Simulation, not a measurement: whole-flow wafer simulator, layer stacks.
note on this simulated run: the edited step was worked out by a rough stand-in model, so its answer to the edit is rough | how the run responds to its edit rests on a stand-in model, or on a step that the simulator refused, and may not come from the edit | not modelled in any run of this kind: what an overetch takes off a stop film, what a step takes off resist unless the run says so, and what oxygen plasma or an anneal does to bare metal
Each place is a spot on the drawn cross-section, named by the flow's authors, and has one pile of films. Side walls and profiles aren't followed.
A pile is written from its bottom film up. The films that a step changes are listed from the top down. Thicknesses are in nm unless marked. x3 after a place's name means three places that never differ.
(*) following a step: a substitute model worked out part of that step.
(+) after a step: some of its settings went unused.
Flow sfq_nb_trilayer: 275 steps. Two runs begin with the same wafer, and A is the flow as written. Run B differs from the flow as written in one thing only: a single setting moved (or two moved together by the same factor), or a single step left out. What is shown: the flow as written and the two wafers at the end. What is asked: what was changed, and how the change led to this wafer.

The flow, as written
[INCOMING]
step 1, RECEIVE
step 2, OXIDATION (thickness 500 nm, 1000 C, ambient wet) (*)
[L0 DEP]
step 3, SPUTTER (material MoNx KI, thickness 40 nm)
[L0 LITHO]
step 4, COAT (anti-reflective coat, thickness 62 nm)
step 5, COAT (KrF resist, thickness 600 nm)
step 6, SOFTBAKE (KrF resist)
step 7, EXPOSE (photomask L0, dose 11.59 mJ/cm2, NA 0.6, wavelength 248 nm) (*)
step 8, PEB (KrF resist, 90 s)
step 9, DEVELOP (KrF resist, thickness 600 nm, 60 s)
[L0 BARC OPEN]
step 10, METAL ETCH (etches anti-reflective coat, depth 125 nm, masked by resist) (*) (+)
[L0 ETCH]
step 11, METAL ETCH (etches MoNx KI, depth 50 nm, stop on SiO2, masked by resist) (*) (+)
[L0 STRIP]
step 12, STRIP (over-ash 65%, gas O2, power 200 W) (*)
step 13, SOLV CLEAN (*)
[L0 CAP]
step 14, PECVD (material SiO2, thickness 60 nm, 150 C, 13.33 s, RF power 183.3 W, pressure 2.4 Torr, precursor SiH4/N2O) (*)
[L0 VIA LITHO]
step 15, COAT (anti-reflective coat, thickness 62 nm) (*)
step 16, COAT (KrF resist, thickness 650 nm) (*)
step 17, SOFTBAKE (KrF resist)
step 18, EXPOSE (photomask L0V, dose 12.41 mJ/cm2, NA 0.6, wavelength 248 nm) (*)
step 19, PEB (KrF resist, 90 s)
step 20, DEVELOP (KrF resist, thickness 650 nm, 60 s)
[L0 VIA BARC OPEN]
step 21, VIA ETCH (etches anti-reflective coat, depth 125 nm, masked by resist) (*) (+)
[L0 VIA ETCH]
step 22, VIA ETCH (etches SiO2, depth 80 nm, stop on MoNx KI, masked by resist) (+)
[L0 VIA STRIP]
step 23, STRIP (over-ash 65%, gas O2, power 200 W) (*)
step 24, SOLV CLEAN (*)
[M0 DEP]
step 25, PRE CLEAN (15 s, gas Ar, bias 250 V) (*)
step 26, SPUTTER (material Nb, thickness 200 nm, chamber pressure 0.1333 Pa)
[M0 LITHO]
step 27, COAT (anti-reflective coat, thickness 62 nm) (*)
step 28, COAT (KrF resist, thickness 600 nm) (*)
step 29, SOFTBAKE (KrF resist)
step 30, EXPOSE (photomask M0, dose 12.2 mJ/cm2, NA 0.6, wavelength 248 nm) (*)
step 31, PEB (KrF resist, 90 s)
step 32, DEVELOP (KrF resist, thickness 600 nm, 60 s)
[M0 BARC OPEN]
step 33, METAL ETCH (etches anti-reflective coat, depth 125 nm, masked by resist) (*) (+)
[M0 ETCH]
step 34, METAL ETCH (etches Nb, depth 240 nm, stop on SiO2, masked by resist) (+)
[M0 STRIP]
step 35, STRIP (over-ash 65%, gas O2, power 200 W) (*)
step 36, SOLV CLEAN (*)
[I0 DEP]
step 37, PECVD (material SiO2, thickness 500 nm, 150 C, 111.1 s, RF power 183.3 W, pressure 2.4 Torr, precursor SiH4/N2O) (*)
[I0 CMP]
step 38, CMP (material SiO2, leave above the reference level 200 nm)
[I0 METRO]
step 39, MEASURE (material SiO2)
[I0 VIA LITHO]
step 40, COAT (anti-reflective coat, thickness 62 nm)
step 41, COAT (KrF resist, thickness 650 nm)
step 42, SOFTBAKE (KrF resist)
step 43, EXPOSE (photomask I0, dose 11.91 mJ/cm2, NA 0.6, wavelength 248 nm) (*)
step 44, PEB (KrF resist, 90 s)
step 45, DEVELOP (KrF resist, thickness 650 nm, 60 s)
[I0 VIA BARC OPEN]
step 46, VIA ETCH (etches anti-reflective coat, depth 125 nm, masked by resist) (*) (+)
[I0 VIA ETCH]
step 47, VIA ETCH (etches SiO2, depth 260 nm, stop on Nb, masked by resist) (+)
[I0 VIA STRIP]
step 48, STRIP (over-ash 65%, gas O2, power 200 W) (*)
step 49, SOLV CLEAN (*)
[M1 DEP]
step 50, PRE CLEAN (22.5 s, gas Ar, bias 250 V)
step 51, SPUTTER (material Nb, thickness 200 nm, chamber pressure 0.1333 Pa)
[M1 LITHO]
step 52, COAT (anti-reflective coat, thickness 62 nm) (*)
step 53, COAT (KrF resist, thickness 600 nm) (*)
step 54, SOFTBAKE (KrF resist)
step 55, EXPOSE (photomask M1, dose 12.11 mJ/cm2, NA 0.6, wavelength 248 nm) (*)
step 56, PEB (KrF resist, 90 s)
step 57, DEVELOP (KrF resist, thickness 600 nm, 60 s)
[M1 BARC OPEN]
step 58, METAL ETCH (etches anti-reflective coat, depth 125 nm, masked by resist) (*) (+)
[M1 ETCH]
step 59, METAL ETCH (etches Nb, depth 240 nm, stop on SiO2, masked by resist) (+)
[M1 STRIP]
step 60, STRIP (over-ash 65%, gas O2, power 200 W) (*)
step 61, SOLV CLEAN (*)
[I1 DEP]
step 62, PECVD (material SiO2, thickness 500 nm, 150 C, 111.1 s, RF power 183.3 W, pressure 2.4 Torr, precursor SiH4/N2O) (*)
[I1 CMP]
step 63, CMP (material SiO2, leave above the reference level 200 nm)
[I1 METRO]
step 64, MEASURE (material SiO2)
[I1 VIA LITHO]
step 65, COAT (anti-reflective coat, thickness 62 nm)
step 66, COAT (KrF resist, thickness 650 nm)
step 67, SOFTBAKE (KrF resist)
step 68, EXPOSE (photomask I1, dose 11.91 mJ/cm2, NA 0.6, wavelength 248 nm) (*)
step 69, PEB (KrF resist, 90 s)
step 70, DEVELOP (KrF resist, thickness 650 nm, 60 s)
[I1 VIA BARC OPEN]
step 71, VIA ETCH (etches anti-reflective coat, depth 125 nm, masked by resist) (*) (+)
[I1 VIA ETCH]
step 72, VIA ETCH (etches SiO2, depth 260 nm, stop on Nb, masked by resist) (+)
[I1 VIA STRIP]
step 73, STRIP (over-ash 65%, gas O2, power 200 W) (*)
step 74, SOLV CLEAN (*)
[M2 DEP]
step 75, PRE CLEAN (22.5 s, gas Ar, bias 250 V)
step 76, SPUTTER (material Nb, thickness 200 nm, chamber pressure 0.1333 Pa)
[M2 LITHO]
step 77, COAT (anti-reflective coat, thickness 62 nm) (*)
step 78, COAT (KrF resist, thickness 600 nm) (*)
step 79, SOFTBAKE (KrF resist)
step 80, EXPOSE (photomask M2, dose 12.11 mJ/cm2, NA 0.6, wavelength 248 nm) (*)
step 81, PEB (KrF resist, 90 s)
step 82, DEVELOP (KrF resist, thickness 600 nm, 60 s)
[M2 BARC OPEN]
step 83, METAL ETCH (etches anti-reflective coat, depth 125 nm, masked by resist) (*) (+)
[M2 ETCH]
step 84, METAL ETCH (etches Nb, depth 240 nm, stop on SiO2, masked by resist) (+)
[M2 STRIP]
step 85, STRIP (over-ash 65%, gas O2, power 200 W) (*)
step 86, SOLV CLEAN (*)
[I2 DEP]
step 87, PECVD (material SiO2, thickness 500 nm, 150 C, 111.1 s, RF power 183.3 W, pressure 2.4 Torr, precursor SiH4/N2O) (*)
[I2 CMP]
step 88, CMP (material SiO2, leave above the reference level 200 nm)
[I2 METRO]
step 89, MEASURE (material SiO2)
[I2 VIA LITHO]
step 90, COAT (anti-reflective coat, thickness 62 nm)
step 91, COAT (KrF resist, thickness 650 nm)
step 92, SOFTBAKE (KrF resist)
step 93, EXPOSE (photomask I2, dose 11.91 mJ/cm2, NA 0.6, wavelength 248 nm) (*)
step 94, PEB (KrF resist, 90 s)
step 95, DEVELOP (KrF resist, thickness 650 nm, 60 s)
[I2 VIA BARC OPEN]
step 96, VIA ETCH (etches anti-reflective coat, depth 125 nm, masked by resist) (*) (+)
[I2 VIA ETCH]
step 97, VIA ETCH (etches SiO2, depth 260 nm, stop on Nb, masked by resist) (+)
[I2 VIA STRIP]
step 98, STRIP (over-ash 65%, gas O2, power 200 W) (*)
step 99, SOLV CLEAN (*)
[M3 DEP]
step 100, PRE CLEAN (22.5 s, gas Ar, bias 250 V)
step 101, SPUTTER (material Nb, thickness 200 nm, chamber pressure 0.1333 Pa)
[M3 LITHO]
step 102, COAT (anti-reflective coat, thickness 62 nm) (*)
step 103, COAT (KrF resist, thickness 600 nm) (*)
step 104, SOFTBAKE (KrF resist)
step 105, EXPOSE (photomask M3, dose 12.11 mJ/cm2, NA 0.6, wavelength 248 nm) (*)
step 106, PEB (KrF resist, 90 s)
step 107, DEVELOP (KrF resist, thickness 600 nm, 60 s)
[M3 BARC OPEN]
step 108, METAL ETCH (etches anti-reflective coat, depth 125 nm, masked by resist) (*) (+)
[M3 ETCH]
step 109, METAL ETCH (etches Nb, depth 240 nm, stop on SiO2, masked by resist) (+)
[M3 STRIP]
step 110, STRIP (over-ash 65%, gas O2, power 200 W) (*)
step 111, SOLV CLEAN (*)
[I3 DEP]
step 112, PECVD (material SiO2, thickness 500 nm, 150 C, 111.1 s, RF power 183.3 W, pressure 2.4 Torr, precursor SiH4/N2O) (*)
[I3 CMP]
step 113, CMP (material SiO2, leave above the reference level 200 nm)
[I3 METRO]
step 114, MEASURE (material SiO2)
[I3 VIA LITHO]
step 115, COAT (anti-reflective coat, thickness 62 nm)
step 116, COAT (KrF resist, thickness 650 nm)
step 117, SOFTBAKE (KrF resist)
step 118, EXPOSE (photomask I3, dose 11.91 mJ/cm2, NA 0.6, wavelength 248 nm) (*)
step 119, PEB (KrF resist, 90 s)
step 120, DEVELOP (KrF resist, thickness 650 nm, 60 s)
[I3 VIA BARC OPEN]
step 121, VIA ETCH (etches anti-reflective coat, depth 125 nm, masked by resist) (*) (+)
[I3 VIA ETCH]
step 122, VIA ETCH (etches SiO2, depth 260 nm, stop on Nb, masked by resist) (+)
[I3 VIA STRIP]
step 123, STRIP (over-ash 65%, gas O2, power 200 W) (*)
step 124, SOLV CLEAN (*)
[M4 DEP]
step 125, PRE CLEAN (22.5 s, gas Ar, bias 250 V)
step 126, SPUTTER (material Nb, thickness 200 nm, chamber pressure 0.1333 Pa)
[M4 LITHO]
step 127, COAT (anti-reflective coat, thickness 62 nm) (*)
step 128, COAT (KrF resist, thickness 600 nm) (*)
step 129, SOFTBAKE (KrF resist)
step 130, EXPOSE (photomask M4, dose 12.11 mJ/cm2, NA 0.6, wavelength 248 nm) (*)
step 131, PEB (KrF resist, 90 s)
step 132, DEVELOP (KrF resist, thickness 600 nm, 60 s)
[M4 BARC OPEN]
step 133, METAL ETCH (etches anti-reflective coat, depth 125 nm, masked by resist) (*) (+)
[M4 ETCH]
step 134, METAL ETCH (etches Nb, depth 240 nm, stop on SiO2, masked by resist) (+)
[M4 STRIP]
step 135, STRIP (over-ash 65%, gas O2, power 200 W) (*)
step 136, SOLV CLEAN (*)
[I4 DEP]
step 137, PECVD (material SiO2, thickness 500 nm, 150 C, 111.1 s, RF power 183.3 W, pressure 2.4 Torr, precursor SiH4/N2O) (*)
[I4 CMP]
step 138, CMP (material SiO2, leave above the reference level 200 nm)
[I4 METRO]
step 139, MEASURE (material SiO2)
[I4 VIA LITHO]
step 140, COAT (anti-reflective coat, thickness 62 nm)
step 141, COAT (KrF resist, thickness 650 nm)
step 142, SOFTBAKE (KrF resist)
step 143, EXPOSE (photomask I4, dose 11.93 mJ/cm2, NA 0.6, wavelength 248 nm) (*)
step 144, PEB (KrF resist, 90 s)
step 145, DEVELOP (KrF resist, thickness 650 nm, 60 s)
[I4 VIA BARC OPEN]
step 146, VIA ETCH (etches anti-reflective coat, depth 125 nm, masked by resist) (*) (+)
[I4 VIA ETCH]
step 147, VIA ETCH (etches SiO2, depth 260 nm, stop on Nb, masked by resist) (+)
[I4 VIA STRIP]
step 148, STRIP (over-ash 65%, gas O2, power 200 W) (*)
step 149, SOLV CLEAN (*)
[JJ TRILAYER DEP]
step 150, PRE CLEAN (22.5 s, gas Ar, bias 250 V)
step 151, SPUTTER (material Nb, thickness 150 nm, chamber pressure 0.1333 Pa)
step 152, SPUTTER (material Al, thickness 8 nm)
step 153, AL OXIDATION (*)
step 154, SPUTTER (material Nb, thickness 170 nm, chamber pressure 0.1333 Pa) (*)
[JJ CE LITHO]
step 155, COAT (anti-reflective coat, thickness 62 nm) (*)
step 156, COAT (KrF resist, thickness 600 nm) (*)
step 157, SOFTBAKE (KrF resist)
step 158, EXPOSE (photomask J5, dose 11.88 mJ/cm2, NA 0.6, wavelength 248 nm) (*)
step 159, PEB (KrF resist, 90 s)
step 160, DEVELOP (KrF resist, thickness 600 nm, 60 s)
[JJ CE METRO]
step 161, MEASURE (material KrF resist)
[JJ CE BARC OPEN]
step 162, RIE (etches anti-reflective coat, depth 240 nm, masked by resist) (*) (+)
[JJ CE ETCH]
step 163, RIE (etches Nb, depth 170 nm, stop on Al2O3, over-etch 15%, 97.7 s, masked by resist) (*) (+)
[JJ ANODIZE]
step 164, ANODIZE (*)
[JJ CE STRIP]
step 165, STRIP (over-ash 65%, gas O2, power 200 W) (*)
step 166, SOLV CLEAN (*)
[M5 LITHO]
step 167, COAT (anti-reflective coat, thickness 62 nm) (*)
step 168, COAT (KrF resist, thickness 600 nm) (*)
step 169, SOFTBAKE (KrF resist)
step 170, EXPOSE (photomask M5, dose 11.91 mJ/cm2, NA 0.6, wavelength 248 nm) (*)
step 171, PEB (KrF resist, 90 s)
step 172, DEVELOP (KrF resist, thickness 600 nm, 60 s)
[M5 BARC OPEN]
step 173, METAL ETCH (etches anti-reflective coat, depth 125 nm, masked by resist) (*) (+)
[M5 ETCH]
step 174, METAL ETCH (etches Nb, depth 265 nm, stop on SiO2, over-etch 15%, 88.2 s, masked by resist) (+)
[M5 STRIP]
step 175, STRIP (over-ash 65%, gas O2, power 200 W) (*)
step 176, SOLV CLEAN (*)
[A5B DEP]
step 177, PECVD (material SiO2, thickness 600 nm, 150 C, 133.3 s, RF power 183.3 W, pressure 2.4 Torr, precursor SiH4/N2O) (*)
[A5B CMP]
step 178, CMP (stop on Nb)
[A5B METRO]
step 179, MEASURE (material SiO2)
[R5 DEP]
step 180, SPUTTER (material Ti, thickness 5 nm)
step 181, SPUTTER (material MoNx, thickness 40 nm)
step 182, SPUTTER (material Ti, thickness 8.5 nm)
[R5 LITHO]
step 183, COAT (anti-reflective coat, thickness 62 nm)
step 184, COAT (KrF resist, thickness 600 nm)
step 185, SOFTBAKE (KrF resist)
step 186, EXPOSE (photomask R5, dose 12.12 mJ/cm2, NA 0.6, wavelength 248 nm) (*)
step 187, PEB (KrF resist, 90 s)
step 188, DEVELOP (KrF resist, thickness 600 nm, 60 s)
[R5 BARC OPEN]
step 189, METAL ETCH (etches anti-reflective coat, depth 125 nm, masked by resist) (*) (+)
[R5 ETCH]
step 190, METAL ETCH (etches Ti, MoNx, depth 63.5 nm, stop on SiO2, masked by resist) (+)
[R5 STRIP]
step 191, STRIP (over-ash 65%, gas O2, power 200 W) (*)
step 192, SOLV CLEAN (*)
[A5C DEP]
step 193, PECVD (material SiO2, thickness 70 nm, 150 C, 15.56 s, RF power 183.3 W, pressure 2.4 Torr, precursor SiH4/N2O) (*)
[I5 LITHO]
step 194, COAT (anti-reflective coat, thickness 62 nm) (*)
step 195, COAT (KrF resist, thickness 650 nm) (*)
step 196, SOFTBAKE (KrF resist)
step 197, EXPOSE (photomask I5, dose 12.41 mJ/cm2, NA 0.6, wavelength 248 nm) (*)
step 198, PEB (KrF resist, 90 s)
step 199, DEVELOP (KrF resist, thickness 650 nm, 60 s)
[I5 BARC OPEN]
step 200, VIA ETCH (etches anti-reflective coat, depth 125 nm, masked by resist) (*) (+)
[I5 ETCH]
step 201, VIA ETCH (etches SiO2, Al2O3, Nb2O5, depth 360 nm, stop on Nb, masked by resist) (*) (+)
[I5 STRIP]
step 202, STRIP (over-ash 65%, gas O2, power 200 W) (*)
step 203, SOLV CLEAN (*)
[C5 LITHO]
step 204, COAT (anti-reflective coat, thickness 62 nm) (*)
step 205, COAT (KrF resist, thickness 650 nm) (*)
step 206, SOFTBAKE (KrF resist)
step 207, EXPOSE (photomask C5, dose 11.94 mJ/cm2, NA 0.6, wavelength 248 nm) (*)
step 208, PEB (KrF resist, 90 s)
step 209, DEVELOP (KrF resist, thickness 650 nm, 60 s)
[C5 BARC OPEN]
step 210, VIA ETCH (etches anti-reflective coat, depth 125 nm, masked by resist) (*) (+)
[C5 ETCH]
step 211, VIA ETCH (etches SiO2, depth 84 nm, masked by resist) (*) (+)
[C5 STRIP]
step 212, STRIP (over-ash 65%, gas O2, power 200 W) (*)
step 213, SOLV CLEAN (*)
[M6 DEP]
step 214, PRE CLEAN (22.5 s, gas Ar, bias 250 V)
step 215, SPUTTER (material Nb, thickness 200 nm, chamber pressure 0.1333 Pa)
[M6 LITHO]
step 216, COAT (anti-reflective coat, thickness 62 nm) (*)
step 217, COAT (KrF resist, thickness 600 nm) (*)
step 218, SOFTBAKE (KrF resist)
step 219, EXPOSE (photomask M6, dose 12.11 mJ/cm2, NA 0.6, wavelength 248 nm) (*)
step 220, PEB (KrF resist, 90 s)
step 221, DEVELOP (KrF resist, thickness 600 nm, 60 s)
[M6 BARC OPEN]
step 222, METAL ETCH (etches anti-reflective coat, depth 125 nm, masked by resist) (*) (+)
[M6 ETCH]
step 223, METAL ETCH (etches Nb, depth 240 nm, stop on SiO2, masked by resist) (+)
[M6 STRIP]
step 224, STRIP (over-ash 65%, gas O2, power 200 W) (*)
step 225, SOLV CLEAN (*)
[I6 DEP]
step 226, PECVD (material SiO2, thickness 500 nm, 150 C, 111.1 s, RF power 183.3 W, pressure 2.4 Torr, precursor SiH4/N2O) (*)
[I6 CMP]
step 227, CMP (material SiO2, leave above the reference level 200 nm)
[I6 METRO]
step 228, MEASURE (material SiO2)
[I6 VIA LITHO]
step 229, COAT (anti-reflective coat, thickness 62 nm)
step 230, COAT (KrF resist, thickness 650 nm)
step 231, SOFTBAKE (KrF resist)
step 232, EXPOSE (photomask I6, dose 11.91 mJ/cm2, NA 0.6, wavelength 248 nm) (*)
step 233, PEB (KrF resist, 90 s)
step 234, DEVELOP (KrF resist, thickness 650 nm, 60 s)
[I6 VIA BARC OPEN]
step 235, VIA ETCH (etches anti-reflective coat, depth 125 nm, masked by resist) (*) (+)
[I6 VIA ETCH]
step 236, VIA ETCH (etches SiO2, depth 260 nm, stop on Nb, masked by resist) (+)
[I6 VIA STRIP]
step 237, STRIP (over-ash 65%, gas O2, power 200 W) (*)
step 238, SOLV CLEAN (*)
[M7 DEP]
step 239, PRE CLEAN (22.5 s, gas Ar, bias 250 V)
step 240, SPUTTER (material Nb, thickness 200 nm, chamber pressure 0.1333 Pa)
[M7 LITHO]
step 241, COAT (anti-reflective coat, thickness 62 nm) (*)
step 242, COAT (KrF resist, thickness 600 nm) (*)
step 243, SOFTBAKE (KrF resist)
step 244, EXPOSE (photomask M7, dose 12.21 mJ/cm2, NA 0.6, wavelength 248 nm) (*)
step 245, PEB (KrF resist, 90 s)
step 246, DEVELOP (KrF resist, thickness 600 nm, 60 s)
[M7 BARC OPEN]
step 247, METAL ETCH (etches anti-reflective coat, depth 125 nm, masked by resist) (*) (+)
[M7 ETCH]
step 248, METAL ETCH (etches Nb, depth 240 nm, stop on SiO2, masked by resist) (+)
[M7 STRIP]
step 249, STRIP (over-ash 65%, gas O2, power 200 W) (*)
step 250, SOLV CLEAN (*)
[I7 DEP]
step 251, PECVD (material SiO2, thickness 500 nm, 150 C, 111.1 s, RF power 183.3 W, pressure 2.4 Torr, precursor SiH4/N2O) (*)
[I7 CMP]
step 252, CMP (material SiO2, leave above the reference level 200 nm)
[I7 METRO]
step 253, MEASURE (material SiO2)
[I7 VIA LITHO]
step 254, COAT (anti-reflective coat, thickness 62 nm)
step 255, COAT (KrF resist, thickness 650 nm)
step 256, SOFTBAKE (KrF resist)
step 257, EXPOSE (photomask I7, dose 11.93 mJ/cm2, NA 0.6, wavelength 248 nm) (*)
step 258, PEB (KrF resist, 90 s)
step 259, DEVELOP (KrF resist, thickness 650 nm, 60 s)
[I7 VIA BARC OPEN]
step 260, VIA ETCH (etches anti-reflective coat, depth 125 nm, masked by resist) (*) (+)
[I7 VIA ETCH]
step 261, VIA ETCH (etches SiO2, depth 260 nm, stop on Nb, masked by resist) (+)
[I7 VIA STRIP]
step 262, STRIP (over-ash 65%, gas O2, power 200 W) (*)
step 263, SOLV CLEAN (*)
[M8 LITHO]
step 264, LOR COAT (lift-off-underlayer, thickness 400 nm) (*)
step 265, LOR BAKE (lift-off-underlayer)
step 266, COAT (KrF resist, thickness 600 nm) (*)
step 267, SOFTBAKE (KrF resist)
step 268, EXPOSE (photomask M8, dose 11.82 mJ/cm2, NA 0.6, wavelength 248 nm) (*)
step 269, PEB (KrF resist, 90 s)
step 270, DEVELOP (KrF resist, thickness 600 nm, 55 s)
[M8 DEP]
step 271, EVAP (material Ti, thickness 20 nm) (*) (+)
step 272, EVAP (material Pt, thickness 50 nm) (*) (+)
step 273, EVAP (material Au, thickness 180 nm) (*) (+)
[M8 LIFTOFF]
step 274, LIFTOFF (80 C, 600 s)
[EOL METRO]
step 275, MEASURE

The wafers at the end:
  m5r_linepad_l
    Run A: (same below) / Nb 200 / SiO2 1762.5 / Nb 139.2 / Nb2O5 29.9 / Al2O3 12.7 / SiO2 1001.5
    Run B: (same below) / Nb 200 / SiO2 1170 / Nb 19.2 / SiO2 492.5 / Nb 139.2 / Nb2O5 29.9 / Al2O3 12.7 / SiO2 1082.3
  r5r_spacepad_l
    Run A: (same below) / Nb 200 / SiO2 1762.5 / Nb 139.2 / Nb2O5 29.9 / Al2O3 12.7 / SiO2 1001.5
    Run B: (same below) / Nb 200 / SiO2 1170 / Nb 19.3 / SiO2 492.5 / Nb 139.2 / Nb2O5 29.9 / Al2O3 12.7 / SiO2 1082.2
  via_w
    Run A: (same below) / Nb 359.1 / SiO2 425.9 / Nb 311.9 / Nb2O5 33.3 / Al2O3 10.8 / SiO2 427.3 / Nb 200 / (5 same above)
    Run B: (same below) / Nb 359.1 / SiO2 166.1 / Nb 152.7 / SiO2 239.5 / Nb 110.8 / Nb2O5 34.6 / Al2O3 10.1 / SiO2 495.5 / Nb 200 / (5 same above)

Cause: step 112, PECVD: thickness 200 nm was run, whereas the flow has thickness 500 nm; step 112, PECVD: 44.44 s was run, where the flow has 111.1 s.

How this came from the change, step by step:
  step 112, PECVD (material SiO2, thickness 500 nm, 150 C, 111.1 s, RF power 183.3 W, pressure 2.4 Torr, precursor SiH4/N2O) (*)
      field_l, be, be_sur and 64 more: A SiO2 gains 500 | B SiO2 gains 200
      v_sur, via_wl, via_wr and 27 more: A SiO2 gains 500 (new film) | B SiO2 gains 200 (new film)
      (also at 9 further places)
  step 113, CMP (material SiO2, leave above the reference level 200 nm)
      field_l, be, be_sur and 64 more: A SiO2 loses 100 | B nothing
      v_sur, via_wl, via_wr and 27 more: A SiO2 loses 300 | B nothing
      (also at 9 further places)
  step 115, COAT (anti-reflective coat, thickness 62 nm)
      m0r_space_l, m0r_space_r, m6r_space_l, m6r_space_r, m7r_space_l, m7r_space_r: A anti-reflective coat gains 62 (new film) | B anti-reflective coat gains 81.5 (new film)
      p3_l1, p3_l2, p3_l3: A anti-reflective coat gains 62 (new film) | B anti-reflective coat gains 41.3 (new film)
      (also at 82 further places)
  step 116, COAT (KrF resist, thickness 650 nm)
      m0r_space_l, m0r_space_r, m5r_space_l, m5r_space_r, m6r_space_l, m6r_space_r, m7r_space_l, m7r_space_r: A KrF resist gains 650 (new film) | B KrF resist gains 677.3 (new film)
      m0r_line_l, m0r_line_r, m6r_line_l, m6r_line_r, m7r_line_l, m7r_line_r: A KrF resist gains 650 (new film) | B KrF resist gains 687.3 (new film)
      (also at 71 further places)
  step 120, DEVELOP (KrF resist, thickness 650 nm, 60 s)
      via_v: A KrF resist loses 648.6 (all of it) | B KrF resist loses 576.6 (all of it)
  step 121, VIA ETCH (etches anti-reflective coat, depth 125 nm, masked by resist) (*) (+)
      field_l, v_sur, via_wl and 102 more: A KrF resist loses 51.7 | B KrF resist loses 38.3
      via_v: A anti-reflective coat loses 62 (all of it), SiO2 loses 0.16 | B anti-reflective coat loses 46 (all of it), SiO2 loses 0.11
  step 123, STRIP (over-ash 65%, gas O2, power 200 W) (*)
      m0r_line_l, m0r_line_r, m6r_line_l, m6r_line_r, m7r_line_l, m7r_line_r: A KrF resist loses 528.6 (all of it), anti-reflective coat loses 62 (all of it) | B KrF resist loses 579.2 (all of it), anti-reflective coat loses 61.5 (all of it)
      m0r_space_l, m0r_space_r, m6r_space_l, m6r_space_r, m7r_space_l, m7r_space_r: A KrF resist loses 528.6 (all of it), anti-reflective coat loses 62 (all of it) | B KrF resist loses 569.2 (all of it), anti-reflective coat loses 81.5 (all of it)
      (also at 93 further places)
  step 126, SPUTTER (material Nb, thickness 200 nm, chamber pressure 0.1333 Pa)
      via_w: A Nb gains 200 (new film) | B Nb gains 152.7 (new film)
  step 127, COAT (anti-reflective coat, thickness 62 nm) (*)
      m0r_space_l, m0r_space_r, m6r_space_l, m6r_space_r, m7r_space_l, m7r_space_r: A anti-reflective coat gains 62 (new film) | B anti-reflective coat gains 82.3 (new film)
      p3_l1, p3_l2, p3_l3: A anti-reflective coat gains 62 (new film) | B anti-reflective coat gains 42.1 (new film)
      (also at 82 further places)
  step 128, COAT (KrF resist, thickness 600 nm) (*)
      m0r_line_l, m0r_line_r, m6r_line_l, m6r_line_r, m7r_line_l, m7r_line_r: A KrF resist gains 600 (new film) | B KrF resist gains 636.9 (new film)
      m0r_space_l, m0r_space_r, m6r_space_l, m6r_space_r, m7r_space_l, m7r_space_r: A KrF resist gains 600 (new film) | B KrF resist gains 626.8 (new film)
      (also at 73 further places)
  step 132, DEVELOP (KrF resist, thickness 600 nm, 60 s)
      m0r_line_l, m0r_line_r, m6r_line_l, m6r_line_r, m7r_line_l, m7r_line_r: A KrF resist loses 598.7 (all of it) | B KrF resist loses 635.6 (all of it)
      m0r_space_l, m0r_space_r, m6r_space_l, m6r_space_r, m7r_space_l, m7r_space_r: A KrF resist loses 598.7 (all of it) | B KrF resist loses 625.5 (all of it)
      (also at 37 further places)
  step 133, METAL ETCH (etches anti-reflective coat, depth 125 nm, masked by resist) (*) (+)
      m5r_linepad_l, m5r_linepad_r, r5r_spacepad_l, r5r_spacepad_r, m8r_pad_l, m8r_pad_r: A anti-reflective coat loses 62 (all of it) | B anti-reflective coat loses 125
      v_sur, via_wl, via_w and 36 more: A KrF resist loses 51.7 | B KrF resist loses 69.4
      (also at 49 further places)
  step 134, METAL ETCH (etches Nb, depth 240 nm, stop on SiO2, masked by resist) (+)
      m5r_linepad_l, m5r_linepad_r: A Nb loses 200 (all of it) | B anti-reflective coat loses 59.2 (all of it), Nb loses 180.8
      r5r_spacepad_l, r5r_spacepad_r: A Nb loses 200 (all of it) | B anti-reflective coat loses 59.3 (all of it), Nb loses 180.7
      (also at 2 further places)
  step 135, STRIP (over-ash 65%, gas O2, power 200 W) (*)
      v_sur: A KrF resist loses 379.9 (all of it), anti-reflective coat loses 61.4 (all of it) | B KrF resist loses 260.2 (all of it), anti-reflective coat loses 36.6 (all of it)
      via_wl: A KrF resist loses 379.4 (all of it), anti-reflective coat loses 61.3 (all of it) | B KrF resist loses 270.5 (all of it), anti-reflective coat loses 30.2 (all of it)
      (also at 37 further places)
  step 137, PECVD (material SiO2, thickness 500 nm, 150 C, 111.1 s, RF power 183.3 W, pressure 2.4 Torr, precursor SiH4/N2O) (*)
      m5r_linepad_l, m5r_linepad_r, r5r_spacepad_l, r5r_spacepad_r: A SiO2 gains 500 | B SiO2 gains 500 (new film)
      p3_s0, p3_s1, p3_s2, p3_s3, p3_s4, p3_s5: A SiO2 gains 557.1 | B SiO2 gains 900
      (also at 3 further places)
  step 138, CMP (material SiO2, leave above the reference level 200 nm)
      field_l, be, be_sur and 55 more: A SiO2 loses 100 | B nothing
      lsp_r, l0_sur, l0v: A SiO2 loses 91.9 | B nothing
      (also at 15 further places)
  ... another 61 steps ...
  step 274, LIFTOFF (80 C, 600 s)
      be: A Au loses 180 (all of it), Pt loses 50 (all of it), Ti loses 20 (all of it), KrF resist loses 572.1 (all of it), lift-off-underlayer loses 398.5 (all of it) | B Au loses 180 (all of it), Pt loses 50 (all of it), Ti loses 20 (all of it), KrF resist loses 613.3 (all of it), lift-off-underlayer loses 714.3 (all of it)
      be_sur: A Au loses 180 (all of it), Pt loses 50 (all of it), Ti loses 20 (all of it), KrF resist loses 572.6 (all of it), lift-off-underlayer loses 398.9 (all of it) | B Au loses 180 (all of it), Pt loses 50 (all of it), Ti loses 20 (all of it), KrF resist loses 587.1 (all of it), lift-off-underlayer loses 366.6 (all of it)
      (also at 1 further place)
With metal films that touch counted as one body, m5r_linepad_l has 3 bodies (between them, from the top down: SiO2 492.5; SiO2 1170); the flow as written gives 2 bodies (between them, from the top down: SiO2 1762.5).
With metal films that touch counted as one body, r5r_spacepad_l has 3 bodies (between them, from the top down: SiO2 492.5; SiO2 1170); the flow as written gives 2 bodies (between them, from the top down: SiO2 1762.5).
With metal films that touch counted as one body, via_w has 6 bodies (between them, from the top down: SiO2 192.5; SiO2 495.5 / Al2O3 10.1 / Nb2O5 34.6; SiO2 239.5; SiO2 166.1; SiO2 416.9); the flow as written gives 5 bodies (between them, from the top down: SiO2 192.5; SiO2 427.3 / Al2O3 10.8 / Nb2O5 33.3; SiO2 425.9; SiO2 416.9).
